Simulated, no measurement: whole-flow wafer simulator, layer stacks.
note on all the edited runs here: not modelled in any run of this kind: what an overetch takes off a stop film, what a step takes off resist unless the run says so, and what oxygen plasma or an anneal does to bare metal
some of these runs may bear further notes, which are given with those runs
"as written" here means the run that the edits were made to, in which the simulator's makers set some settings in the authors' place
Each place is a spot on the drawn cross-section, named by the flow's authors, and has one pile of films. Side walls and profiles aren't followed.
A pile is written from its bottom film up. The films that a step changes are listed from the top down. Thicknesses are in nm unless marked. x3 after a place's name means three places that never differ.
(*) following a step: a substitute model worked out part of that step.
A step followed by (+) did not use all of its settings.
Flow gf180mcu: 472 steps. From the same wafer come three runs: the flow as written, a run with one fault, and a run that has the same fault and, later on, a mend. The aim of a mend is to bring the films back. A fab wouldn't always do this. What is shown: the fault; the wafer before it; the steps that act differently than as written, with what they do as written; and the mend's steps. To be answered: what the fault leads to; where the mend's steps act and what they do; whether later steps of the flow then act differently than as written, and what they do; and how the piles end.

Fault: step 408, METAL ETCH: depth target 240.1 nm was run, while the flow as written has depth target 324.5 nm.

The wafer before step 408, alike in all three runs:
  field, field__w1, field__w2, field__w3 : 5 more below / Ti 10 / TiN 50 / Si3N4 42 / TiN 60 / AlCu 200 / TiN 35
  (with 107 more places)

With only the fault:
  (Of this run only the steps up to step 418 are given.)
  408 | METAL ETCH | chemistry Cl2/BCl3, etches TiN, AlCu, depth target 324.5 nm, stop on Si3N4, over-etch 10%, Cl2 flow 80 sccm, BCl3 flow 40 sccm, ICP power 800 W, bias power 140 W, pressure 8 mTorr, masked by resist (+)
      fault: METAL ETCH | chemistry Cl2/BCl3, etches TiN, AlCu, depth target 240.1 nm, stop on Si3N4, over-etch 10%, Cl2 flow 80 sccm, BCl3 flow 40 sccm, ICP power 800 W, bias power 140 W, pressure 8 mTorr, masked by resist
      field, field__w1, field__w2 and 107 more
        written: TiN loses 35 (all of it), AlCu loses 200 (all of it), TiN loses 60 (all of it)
        fault: TiN loses 35 (all of it), AlCu loses 200 (all of it), TiN loses 5.1
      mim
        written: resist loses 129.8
        fault: resist loses 96
  Steps later in the flow that act otherwise than as written (2 other steps are not shown; they differ only slightly, by no more than 2% or 0.5 nm, whichever is larger):
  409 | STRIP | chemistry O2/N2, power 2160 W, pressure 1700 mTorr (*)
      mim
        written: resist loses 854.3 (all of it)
        fault: resist loses 888.1 (all of it)
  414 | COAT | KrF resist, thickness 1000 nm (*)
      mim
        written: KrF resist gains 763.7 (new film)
        fault: KrF resist gains 805.9 (new film)
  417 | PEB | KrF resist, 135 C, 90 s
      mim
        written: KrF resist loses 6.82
        fault: KrF resist loses 7.49
  The piles after step 418 differ from the flow's at field, field__w1, field__w2 and 109 more by more than 2% or 0.5 nm, whichever is larger.
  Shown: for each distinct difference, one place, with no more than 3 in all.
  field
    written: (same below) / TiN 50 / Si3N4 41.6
    fault: (same below) / TiN 50 / Si3N4 42 / TiN 54.5
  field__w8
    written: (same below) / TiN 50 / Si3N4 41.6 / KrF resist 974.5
    fault: (same below) / TiN 50 / Si3N4 42 / TiN 54.5 / KrF resist 974.5
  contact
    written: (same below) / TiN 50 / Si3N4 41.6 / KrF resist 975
    fault: (same below) / TiN 50 / Si3N4 42 / TiN 54.5 / KrF resist 974.9

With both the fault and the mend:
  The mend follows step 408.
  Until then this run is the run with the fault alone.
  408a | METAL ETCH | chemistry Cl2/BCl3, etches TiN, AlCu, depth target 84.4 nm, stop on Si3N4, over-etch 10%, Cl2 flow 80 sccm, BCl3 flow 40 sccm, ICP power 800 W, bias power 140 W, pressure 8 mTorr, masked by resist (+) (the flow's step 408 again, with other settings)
      field, field__w1, field__w2 and 107 more
        TiN loses 54.9 (all of it)
      mim
        resist loses 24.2
  Later steps of the flow that are run all act as written at every place that is followed, up to a difference of at most 2% or 0.5 nm, whichever is larger.
  At every place that both follow, the piles at the end match the flow's.
